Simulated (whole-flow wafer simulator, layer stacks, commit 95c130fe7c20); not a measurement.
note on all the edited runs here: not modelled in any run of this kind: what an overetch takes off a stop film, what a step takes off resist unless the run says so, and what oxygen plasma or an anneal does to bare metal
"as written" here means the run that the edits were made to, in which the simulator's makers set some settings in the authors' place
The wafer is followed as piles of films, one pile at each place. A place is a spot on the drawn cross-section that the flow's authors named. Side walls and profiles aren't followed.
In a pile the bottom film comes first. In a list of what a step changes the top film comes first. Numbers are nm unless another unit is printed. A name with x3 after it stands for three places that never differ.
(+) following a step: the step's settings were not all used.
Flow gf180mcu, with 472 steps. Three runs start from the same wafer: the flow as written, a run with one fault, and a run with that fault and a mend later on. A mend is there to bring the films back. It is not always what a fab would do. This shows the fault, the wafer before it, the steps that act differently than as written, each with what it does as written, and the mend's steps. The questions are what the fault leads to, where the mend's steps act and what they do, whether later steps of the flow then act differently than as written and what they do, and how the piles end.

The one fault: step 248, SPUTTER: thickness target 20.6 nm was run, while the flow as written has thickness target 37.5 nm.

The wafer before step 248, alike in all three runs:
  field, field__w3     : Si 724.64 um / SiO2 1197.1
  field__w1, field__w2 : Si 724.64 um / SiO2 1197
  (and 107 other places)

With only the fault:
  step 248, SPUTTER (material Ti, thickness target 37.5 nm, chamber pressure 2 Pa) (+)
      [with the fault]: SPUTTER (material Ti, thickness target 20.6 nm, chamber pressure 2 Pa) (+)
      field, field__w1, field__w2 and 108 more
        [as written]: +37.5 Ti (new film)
        [with the fault]: +20.6 Ti (new film)
  Later steps of the flow acting differently than as written:
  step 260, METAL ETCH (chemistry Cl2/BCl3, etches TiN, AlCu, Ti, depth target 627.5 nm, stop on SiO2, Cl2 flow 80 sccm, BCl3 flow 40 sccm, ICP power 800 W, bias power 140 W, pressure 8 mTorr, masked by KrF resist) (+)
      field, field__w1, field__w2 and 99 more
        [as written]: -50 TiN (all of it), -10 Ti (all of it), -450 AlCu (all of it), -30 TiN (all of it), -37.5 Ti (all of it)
        [with the fault]: -50 TiN (all of it), -10 Ti (all of it), -450 AlCu (all of it), -30 TiN (all of it), -20.6 Ti (all of it)
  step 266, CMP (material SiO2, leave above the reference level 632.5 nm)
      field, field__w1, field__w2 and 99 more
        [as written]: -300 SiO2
        [with the fault]: -316.9 SiO2
  The piles end different from the flow's at field__w8, contact, m1 and 6 more by more than 2% or 0.5 nm, whichever is larger.
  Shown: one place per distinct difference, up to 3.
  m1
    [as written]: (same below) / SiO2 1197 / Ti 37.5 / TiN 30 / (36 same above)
    [with the fault]: (same below) / SiO2 1197 / Ti 20.6 / TiN 30 / (36 same above)
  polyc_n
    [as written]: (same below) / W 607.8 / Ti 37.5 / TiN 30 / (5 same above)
    [with the fault]: (same below) / W 607.8 / Ti 20.6 / TiN 30 / (5 same above)
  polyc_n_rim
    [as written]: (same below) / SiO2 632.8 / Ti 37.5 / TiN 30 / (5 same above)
    [with the fault]: (same below) / SiO2 632.8 / Ti 20.6 / TiN 30 / (5 same above)

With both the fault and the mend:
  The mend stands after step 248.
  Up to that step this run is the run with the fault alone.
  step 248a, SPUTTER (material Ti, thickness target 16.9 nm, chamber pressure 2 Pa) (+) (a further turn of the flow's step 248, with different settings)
      field, field__w1, field__w2 and 108 more
        +16.9 Ti
  None of the later steps of the flow acts differently than as written at any place that is followed.
  By the end, the piles equal the flow's at every place that both follow.
